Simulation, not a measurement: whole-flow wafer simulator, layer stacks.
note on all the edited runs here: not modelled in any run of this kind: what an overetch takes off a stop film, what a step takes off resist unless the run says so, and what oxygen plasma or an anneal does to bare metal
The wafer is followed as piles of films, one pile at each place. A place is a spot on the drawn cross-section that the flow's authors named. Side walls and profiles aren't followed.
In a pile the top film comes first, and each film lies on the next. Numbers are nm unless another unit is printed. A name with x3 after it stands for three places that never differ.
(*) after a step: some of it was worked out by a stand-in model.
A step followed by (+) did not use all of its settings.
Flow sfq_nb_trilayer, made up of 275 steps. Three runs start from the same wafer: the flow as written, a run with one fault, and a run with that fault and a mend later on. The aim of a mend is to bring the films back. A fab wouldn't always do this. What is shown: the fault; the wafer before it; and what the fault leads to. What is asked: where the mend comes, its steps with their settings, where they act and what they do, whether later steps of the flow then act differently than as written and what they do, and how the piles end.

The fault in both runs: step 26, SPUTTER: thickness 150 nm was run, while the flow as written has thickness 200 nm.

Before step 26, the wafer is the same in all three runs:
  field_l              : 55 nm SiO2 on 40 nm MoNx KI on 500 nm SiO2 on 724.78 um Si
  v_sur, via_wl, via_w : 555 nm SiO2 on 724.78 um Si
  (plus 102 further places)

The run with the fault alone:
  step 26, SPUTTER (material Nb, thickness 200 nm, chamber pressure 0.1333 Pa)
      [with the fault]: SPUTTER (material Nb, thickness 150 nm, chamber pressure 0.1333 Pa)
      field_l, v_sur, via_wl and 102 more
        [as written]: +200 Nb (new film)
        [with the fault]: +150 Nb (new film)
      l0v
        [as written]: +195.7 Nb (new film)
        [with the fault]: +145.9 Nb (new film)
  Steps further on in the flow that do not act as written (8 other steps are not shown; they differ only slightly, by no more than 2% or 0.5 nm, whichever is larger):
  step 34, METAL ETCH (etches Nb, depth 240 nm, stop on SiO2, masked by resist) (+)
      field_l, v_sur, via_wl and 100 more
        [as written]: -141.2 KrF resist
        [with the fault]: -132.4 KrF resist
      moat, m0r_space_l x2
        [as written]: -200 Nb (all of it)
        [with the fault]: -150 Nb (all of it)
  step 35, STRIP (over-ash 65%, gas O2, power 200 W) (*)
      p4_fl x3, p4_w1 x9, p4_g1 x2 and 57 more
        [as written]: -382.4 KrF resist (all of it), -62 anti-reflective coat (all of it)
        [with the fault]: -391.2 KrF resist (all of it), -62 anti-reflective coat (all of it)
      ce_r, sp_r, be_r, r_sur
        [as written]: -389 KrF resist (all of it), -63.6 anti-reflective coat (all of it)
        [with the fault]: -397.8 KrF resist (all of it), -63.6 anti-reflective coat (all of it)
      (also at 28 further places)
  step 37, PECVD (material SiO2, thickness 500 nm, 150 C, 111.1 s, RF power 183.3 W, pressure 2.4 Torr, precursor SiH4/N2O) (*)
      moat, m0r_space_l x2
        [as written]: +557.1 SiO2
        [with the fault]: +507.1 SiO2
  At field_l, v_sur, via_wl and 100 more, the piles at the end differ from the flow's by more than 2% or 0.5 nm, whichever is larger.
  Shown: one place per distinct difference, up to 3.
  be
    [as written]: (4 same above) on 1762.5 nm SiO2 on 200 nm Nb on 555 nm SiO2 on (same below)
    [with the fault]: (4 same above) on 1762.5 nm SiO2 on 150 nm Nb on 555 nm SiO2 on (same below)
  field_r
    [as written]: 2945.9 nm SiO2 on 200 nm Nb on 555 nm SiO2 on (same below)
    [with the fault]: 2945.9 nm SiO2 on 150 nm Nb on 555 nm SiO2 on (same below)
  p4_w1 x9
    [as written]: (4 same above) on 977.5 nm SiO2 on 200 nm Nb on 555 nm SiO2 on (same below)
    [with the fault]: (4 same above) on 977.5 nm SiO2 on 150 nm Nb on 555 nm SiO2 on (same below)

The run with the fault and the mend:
  After step 26 comes the mend.
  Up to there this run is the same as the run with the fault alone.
  step 26a, SPUTTER (material Nb, thickness 50 nm, chamber pressure 0.1333 Pa) (a further turn of the flow's step 26, with different settings)
      field_l, via_wl, via_w and 100 more
        +50 Nb
      v_sur
        +48.3 Nb
      lsp_r
        +49.2 Nb
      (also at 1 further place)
  Later steps of the flow that are run all act as written at every place that is followed, up to a difference of at most 2% or 0.5 nm, whichever is larger.
  At the end the piles are close to the flow's at the places that both follow, differing by at most 2% or 0.5 nm, whichever is larger.
